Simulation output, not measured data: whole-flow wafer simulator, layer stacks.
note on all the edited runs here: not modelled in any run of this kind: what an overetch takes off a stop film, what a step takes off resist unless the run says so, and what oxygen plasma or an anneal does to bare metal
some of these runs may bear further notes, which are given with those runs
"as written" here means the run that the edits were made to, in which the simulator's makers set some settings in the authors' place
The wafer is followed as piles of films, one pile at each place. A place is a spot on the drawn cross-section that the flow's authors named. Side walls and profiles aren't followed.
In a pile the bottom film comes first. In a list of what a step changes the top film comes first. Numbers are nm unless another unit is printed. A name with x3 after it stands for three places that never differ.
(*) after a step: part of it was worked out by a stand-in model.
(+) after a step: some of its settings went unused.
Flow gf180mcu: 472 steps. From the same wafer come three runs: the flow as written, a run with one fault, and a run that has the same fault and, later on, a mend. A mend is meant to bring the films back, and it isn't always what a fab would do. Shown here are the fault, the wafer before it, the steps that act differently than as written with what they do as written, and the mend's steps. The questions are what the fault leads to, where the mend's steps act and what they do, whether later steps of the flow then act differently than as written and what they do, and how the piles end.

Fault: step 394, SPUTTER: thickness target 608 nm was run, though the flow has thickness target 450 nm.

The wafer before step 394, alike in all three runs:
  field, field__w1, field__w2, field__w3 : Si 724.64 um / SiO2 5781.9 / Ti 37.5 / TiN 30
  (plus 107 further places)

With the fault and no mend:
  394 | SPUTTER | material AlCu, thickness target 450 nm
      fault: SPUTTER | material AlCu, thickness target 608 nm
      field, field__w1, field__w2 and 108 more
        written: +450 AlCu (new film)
        fault: +608 AlCu (new film)
  Steps further on in the flow that do not act as written (1 more step, not shown, differs only slightly: by at most 2% or 0.5 nm, whichever is larger):
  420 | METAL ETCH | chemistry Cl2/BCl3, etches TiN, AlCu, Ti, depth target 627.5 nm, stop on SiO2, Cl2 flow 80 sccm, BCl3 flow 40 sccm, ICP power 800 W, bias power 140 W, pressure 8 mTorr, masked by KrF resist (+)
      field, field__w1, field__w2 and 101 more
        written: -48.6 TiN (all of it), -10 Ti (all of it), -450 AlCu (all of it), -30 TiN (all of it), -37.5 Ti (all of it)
        fault: -48.6 TiN (all of it), -10 Ti (all of it), -568.9 AlCu
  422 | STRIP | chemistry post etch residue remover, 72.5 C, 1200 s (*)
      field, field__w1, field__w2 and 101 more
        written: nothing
        fault: -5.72 AlCu
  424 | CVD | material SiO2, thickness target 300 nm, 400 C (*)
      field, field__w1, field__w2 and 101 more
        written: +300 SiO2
        fault: +300 SiO2 (new film)
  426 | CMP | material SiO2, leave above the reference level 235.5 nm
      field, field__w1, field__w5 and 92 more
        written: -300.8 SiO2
        fault: -243.7 SiO2
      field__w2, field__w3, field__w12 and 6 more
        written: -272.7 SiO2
        fault: -212.9 SiO2
  At field, field__w1, field__w2 and 109 more, the piles at the end differ from the flow's by more than 2% or 0.5 nm, whichever is larger.
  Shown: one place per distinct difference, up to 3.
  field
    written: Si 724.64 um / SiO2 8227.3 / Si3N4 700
    fault: Si 724.64 um / SiO2 5781.9 / Ti 37.5 / TiN 30 / AlCu 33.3 / SiO2 2502.5 / Si3N4 700
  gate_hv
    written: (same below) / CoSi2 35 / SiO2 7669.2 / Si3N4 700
    fault: (same below) / CoSi2 35 / SiO2 5223.8 / Ti 37.5 / TiN 30 / AlCu 33.3 / SiO2 2502.5 / Si3N4 700
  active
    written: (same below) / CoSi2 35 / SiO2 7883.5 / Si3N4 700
    fault: (same below) / CoSi2 35 / SiO2 5438.1 / Ti 37.5 / TiN 30 / AlCu 33.3 / SiO2 2502.5 / Si3N4 700

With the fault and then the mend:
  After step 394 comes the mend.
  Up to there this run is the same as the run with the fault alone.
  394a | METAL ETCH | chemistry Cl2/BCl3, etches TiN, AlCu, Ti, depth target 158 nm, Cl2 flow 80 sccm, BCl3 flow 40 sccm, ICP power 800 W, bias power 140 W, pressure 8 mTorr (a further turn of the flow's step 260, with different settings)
      field, field__w1, field__w2 and 108 more
        -158 AlCu
  None of the later steps of the flow acts differently than as written at any place that is followed.
  By the end, the piles equal the flow's at every place that both follow.
